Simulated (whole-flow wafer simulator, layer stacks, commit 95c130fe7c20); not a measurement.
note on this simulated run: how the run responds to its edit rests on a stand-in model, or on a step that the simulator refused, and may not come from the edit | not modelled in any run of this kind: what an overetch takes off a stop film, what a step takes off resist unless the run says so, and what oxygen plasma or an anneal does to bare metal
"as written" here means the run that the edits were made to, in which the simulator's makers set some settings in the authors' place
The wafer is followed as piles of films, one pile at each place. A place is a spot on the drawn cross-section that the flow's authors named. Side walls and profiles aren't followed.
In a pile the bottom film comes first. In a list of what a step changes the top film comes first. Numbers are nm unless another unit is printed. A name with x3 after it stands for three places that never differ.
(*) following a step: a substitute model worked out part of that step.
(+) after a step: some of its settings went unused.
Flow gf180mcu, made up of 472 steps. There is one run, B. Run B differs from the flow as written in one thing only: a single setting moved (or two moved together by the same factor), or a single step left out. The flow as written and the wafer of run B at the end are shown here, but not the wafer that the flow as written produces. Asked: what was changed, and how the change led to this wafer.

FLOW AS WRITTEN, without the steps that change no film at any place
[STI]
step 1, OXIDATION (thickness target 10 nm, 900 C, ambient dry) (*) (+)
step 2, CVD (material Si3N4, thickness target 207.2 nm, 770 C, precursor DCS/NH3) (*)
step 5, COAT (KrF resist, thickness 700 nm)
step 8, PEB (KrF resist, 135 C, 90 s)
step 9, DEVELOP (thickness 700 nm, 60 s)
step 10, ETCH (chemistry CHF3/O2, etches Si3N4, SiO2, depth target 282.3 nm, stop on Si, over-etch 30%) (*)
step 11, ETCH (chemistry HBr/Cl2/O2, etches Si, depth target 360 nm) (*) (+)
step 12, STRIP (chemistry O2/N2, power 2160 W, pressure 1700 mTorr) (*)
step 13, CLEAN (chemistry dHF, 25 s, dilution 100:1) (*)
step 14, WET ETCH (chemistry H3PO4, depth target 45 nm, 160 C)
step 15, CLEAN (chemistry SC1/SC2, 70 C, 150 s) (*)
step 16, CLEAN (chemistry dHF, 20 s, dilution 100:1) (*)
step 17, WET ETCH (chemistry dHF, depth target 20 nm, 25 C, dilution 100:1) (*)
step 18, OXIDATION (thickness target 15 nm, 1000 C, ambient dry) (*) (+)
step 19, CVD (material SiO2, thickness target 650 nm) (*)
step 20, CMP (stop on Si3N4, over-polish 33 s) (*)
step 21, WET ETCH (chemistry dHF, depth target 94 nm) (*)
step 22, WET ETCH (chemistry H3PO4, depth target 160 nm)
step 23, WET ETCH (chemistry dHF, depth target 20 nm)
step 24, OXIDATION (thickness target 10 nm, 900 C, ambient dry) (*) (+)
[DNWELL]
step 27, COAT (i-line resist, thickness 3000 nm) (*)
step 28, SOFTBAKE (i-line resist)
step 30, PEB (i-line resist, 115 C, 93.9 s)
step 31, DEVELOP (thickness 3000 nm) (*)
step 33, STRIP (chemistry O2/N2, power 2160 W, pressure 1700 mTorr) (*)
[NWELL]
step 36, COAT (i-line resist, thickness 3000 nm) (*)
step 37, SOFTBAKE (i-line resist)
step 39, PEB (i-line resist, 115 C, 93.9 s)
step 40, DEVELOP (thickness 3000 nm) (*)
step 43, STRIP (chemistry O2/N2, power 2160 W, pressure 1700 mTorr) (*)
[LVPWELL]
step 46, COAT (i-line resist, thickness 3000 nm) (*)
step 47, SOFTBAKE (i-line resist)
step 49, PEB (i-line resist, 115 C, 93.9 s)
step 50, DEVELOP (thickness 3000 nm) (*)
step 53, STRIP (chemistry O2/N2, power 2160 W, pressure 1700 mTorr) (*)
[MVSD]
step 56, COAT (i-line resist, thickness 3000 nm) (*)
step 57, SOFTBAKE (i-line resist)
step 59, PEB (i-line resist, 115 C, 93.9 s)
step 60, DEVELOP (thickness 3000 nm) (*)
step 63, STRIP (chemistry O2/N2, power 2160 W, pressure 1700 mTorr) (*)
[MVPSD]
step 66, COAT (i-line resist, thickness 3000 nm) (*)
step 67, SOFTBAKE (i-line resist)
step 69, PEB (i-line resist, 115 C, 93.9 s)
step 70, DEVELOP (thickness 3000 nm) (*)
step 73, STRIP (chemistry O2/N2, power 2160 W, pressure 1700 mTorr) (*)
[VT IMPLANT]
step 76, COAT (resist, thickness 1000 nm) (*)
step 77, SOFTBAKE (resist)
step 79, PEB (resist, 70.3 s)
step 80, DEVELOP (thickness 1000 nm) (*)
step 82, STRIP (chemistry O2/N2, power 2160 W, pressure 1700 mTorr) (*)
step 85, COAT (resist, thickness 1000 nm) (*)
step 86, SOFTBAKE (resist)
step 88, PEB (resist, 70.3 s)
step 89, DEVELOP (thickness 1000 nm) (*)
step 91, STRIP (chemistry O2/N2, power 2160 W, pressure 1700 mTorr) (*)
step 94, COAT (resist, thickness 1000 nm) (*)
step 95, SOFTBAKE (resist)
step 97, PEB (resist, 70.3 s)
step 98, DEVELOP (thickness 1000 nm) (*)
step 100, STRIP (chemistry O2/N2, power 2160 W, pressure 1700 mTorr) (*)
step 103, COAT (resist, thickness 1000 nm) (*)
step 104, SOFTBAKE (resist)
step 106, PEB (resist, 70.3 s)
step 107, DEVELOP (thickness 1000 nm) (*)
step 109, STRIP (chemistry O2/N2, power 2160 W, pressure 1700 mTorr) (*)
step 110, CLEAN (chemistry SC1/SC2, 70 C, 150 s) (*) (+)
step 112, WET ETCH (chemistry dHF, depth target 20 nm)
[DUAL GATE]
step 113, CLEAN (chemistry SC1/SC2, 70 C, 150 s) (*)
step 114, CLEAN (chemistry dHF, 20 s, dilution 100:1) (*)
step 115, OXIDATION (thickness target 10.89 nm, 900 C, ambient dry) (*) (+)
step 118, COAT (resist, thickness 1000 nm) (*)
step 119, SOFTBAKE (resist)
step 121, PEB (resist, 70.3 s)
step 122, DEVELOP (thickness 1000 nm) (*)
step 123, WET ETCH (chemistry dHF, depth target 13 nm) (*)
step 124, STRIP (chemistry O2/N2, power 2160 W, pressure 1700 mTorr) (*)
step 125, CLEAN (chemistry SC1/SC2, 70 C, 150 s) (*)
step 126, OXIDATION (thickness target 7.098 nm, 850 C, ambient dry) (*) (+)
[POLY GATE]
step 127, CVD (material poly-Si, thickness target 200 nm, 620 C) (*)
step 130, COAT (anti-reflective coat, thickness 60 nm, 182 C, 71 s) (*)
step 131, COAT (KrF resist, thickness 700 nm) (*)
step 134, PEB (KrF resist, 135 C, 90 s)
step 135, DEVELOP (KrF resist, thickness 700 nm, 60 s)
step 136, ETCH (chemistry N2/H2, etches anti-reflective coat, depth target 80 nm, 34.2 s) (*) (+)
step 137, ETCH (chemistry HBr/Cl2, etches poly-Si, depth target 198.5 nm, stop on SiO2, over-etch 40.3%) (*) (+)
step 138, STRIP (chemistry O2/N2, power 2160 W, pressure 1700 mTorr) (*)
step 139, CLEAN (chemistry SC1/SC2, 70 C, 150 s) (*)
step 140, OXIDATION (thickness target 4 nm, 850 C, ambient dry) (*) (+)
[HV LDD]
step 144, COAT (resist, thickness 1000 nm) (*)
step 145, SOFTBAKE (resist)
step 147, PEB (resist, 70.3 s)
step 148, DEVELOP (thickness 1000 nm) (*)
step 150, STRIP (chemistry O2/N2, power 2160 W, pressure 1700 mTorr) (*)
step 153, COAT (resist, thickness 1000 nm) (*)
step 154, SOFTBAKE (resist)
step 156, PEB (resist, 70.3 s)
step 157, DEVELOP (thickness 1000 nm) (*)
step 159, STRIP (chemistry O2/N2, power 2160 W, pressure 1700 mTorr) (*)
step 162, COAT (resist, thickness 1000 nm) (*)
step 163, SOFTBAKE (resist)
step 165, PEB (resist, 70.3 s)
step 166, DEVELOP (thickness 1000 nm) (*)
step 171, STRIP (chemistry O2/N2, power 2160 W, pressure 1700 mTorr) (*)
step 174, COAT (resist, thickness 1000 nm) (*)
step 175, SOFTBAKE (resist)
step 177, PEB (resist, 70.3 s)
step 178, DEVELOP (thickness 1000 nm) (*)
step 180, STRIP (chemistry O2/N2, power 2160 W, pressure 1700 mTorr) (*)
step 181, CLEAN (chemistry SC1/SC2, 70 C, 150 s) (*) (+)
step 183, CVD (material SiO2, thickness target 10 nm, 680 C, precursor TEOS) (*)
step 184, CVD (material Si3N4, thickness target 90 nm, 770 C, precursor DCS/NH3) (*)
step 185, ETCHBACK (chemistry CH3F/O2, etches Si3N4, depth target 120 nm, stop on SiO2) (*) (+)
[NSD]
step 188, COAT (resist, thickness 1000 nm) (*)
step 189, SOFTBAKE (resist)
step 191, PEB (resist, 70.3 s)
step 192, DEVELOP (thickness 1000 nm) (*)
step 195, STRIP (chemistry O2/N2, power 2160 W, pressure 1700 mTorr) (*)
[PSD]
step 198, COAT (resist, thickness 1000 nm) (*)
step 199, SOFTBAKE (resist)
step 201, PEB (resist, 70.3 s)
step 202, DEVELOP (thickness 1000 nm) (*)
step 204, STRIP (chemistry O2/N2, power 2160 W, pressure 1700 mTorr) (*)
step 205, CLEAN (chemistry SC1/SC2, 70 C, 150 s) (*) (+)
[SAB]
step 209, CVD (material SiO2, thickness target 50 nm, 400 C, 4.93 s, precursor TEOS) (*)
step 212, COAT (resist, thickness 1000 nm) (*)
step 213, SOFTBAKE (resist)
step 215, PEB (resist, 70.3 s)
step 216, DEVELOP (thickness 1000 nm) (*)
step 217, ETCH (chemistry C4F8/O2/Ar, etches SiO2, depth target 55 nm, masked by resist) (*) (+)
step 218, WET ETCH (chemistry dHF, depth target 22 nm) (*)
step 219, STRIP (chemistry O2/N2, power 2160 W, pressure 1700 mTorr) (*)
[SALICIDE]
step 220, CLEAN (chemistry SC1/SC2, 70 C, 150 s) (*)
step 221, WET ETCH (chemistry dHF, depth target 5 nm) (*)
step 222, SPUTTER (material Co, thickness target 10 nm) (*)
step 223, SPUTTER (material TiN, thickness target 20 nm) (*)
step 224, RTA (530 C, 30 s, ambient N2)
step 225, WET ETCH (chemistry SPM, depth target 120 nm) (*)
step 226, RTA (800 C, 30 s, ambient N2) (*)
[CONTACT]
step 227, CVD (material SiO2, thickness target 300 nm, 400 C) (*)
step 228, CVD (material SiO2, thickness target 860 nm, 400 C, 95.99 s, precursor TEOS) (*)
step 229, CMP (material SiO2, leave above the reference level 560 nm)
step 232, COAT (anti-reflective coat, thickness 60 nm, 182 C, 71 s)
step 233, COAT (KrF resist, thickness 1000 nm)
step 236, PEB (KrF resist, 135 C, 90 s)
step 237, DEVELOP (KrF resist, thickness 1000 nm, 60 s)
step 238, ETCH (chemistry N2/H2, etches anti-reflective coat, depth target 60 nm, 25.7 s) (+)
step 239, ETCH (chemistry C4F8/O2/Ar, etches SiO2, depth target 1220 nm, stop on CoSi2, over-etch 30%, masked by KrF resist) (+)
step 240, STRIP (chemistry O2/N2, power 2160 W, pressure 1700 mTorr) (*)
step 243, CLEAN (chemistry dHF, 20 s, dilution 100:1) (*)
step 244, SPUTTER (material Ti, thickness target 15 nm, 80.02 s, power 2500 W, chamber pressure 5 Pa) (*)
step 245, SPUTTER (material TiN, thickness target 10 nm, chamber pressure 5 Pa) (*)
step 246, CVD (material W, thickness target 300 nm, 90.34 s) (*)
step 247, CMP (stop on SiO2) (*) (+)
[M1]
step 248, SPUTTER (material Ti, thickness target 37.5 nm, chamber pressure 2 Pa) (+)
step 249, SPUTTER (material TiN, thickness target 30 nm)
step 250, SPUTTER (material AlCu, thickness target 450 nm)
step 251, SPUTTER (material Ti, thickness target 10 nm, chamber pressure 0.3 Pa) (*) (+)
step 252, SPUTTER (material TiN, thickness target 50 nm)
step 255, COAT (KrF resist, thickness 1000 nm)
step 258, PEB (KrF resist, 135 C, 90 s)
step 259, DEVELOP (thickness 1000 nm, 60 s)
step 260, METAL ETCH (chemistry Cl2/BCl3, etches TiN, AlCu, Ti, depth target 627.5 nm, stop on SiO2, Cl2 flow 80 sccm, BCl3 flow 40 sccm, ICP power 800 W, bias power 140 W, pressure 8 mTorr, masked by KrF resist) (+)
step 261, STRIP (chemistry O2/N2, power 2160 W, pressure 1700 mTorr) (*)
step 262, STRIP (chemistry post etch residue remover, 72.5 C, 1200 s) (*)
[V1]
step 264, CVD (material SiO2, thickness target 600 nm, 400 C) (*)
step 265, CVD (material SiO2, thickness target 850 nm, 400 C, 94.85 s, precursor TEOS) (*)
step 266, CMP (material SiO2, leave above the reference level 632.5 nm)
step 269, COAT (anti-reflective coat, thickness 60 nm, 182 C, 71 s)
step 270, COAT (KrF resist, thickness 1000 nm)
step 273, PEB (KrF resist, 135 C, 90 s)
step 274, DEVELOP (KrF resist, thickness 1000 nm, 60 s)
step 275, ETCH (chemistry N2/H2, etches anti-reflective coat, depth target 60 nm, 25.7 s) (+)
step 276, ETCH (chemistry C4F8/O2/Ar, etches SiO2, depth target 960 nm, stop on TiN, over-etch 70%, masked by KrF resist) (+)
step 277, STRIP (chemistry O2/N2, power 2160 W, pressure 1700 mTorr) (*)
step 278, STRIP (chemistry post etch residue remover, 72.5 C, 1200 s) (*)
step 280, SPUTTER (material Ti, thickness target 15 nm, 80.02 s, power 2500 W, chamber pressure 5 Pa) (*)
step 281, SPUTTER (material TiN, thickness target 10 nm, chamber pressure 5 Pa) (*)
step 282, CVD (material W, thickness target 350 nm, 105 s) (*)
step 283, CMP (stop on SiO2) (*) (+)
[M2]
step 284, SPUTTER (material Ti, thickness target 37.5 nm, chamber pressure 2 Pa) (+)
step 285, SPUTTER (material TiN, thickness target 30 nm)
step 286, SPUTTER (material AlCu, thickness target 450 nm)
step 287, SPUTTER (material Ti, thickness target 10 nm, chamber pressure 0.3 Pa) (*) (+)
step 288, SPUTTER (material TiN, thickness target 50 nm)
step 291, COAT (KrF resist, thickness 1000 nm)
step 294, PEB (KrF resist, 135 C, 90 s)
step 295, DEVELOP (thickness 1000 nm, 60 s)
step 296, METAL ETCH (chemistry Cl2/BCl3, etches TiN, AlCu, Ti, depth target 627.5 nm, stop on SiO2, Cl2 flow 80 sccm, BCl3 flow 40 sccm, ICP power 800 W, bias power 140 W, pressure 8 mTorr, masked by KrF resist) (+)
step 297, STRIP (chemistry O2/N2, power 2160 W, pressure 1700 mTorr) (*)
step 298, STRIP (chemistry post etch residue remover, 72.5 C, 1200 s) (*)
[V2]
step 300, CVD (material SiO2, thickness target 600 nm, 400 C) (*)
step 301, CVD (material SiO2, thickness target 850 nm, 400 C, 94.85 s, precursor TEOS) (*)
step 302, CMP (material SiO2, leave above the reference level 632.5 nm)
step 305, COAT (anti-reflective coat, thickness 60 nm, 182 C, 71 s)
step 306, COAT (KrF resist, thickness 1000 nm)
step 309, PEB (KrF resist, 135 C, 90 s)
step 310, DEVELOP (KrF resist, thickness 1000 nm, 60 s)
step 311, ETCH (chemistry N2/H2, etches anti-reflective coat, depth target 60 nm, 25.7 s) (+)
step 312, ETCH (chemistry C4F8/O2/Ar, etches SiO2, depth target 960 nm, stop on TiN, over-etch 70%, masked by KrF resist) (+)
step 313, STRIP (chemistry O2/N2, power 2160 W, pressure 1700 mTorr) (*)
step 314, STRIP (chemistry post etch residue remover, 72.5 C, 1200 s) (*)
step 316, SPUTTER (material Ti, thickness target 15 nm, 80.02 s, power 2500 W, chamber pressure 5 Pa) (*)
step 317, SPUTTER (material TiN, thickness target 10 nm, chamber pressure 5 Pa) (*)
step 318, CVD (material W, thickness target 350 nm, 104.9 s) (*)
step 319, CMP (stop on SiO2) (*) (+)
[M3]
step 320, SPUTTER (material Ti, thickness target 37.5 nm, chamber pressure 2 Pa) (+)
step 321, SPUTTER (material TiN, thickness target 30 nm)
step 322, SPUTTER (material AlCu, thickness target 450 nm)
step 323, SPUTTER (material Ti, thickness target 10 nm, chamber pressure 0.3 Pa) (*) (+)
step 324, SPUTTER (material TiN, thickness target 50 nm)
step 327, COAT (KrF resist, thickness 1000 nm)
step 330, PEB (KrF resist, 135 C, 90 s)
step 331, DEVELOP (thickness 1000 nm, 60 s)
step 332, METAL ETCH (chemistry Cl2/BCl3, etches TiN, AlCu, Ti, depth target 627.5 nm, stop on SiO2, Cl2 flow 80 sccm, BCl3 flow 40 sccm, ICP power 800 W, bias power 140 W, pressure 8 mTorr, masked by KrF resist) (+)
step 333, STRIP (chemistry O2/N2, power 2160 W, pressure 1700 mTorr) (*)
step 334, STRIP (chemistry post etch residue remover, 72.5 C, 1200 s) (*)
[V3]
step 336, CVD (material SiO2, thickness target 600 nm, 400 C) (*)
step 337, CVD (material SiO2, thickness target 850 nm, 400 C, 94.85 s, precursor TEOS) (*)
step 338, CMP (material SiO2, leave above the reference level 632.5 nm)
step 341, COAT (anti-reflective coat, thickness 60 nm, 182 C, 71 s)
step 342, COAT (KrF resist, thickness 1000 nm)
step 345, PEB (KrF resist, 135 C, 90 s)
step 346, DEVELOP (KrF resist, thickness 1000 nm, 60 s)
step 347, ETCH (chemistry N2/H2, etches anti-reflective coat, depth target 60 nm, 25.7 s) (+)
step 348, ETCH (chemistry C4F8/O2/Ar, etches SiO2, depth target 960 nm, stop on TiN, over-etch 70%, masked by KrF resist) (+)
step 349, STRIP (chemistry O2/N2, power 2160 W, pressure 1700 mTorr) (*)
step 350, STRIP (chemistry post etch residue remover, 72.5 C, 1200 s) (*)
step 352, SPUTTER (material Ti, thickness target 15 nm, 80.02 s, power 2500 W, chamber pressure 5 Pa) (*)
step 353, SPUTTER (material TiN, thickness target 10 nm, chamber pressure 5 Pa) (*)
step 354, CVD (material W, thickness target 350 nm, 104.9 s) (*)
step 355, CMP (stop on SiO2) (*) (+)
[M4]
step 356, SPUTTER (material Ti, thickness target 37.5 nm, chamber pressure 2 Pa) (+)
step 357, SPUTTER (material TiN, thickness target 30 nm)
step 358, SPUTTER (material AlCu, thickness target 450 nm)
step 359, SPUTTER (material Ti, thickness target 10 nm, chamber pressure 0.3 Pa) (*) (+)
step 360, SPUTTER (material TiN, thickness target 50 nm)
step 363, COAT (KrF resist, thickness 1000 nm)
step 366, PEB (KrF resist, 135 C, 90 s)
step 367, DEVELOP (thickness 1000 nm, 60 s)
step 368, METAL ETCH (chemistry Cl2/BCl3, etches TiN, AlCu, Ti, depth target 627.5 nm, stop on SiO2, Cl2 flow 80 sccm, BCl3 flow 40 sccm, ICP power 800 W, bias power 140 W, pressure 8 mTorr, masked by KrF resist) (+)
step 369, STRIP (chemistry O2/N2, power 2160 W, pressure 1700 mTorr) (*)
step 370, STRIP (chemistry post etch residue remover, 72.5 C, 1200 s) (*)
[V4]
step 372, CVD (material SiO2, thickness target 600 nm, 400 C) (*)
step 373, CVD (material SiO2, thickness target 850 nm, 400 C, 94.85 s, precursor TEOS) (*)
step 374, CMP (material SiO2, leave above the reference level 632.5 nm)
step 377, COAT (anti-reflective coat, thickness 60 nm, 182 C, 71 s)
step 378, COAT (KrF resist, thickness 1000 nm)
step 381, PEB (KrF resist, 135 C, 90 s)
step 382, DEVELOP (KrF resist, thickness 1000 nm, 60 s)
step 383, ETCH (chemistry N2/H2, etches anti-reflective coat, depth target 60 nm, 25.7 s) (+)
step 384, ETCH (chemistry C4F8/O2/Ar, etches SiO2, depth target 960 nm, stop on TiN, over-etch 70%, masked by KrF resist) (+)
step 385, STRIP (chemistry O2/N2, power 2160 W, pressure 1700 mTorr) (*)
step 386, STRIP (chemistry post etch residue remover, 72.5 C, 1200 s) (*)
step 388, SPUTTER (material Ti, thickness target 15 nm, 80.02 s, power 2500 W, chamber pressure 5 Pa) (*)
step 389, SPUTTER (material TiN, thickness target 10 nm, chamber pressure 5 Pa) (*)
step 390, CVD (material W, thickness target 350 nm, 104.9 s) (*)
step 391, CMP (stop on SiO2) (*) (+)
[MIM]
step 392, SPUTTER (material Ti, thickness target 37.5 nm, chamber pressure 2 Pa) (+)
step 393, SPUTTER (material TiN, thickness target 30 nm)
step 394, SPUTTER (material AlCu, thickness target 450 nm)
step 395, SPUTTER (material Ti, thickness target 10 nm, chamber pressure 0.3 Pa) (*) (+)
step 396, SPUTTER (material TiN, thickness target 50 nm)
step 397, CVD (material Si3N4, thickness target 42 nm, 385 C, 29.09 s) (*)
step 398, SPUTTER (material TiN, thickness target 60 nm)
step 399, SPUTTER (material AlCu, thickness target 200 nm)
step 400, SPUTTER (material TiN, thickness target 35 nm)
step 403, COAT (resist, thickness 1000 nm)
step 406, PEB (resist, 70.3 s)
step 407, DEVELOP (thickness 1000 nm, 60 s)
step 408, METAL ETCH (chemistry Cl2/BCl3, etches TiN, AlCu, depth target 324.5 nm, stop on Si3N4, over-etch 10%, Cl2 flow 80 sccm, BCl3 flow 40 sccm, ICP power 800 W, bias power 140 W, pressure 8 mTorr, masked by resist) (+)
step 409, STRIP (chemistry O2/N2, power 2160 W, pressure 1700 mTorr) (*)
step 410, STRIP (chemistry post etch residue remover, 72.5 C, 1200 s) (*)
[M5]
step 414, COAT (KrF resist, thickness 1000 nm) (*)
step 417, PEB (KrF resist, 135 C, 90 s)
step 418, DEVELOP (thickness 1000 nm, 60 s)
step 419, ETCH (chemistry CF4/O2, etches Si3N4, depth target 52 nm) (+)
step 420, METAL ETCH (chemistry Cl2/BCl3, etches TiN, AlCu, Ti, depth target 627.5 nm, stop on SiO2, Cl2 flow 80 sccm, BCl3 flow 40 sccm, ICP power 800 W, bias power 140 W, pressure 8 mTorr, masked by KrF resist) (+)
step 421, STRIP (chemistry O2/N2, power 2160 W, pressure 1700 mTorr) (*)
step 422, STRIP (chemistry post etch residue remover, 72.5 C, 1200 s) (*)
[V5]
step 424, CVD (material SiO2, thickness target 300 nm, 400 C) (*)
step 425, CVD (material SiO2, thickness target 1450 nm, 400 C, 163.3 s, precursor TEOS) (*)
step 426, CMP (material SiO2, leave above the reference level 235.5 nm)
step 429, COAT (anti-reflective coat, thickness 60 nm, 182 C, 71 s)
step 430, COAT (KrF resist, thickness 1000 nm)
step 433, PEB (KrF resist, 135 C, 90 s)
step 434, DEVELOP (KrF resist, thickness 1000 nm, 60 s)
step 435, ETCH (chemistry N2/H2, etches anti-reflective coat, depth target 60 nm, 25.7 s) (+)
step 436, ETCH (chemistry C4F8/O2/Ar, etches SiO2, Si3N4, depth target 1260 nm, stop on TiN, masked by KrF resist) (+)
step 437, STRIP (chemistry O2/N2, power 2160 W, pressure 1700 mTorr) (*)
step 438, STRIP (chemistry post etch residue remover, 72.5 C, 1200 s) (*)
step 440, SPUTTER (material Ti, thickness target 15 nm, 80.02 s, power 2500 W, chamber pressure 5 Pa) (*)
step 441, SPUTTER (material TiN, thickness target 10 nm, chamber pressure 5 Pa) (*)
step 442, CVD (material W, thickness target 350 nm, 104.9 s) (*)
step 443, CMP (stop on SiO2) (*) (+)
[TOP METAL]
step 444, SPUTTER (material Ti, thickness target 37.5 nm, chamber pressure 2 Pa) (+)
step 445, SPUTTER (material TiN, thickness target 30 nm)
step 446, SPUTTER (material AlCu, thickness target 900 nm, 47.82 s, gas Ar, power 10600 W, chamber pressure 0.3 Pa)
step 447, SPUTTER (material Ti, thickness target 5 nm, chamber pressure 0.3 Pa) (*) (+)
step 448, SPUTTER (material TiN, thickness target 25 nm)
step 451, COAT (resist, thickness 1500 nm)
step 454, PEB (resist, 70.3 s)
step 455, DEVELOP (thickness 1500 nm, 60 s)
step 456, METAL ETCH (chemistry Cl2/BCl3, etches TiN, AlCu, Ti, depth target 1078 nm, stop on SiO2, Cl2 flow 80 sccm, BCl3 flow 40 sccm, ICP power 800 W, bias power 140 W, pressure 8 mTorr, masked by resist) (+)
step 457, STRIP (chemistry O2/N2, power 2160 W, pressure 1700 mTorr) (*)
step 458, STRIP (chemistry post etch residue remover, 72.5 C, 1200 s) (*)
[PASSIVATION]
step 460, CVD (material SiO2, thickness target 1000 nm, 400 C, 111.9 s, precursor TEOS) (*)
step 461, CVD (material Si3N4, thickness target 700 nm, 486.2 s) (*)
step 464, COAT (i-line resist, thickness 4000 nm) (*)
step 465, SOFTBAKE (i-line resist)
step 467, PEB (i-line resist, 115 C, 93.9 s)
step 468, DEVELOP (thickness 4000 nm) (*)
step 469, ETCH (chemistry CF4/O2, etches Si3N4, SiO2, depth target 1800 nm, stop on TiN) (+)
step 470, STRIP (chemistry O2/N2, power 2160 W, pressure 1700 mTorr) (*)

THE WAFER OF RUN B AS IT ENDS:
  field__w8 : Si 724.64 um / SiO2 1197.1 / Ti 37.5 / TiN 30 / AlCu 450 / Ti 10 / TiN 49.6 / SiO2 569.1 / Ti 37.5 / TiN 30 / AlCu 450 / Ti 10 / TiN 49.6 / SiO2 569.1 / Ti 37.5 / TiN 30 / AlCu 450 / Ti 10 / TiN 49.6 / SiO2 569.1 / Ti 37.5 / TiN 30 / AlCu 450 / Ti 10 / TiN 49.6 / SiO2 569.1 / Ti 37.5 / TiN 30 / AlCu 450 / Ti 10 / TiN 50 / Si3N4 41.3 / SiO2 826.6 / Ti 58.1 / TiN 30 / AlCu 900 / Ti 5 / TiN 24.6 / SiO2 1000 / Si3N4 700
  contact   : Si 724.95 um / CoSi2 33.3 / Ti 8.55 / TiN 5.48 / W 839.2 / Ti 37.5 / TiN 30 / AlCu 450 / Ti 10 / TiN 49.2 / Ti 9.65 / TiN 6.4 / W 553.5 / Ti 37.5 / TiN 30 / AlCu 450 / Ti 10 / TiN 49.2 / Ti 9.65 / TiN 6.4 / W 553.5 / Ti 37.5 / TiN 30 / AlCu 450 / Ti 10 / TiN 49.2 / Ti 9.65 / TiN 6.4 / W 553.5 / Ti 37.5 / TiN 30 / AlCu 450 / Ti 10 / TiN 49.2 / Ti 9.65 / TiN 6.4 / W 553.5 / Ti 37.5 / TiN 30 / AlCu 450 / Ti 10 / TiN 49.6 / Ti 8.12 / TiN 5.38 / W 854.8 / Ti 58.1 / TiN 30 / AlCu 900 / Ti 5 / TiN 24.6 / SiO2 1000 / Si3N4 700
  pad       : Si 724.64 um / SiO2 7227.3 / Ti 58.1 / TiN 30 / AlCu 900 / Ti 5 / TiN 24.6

The reason: step 444, SPUTTER: thickness target 58.1 nm was run, while the flow as written has thickness target 37.5 nm.
One can read it off the wafer: field__w8 has Ti 58.1, and step 444 as written asks for 37.5 nm.

The path from the change to this, step by step:
  step 444, SPUTTER (material Ti, thickness target 37.5 nm, chamber pressure 2 Pa) (+)
      field, field__w1, field__w2 and 109 more: +58.1 Ti (new film) (it would be, as written: +37.5 Ti (new film))
  step 456, METAL ETCH (chemistry Cl2/BCl3, etches TiN, AlCu, Ti, depth target 1078 nm, stop on SiO2, Cl2 flow 80 sccm, BCl3 flow 40 sccm, ICP power 800 W, bias power 140 W, pressure 8 mTorr, masked by resist) (+)
      field, field__w1, field__w2 and 103 more: -25 TiN (all of it), -5 Ti (all of it), -900 AlCu (all of it), -30 TiN (all of it), -58.1 Ti (all of it) (it would be, as written: -25 TiN (all of it), -5 Ti (all of it), -900 AlCu (all of it), -30 TiN (all of it), -37.5 Ti (all of it))
  step 465, SOFTBAKE (i-line resist)
      gate: -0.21 i-line resist (it would be, as written: +1.79 i-line resist)
      ld_fp_p, ld_drift_p: +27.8 i-line resist (it would be, as written: +33.8 i-line resist)
      (and at 63 other places as well)
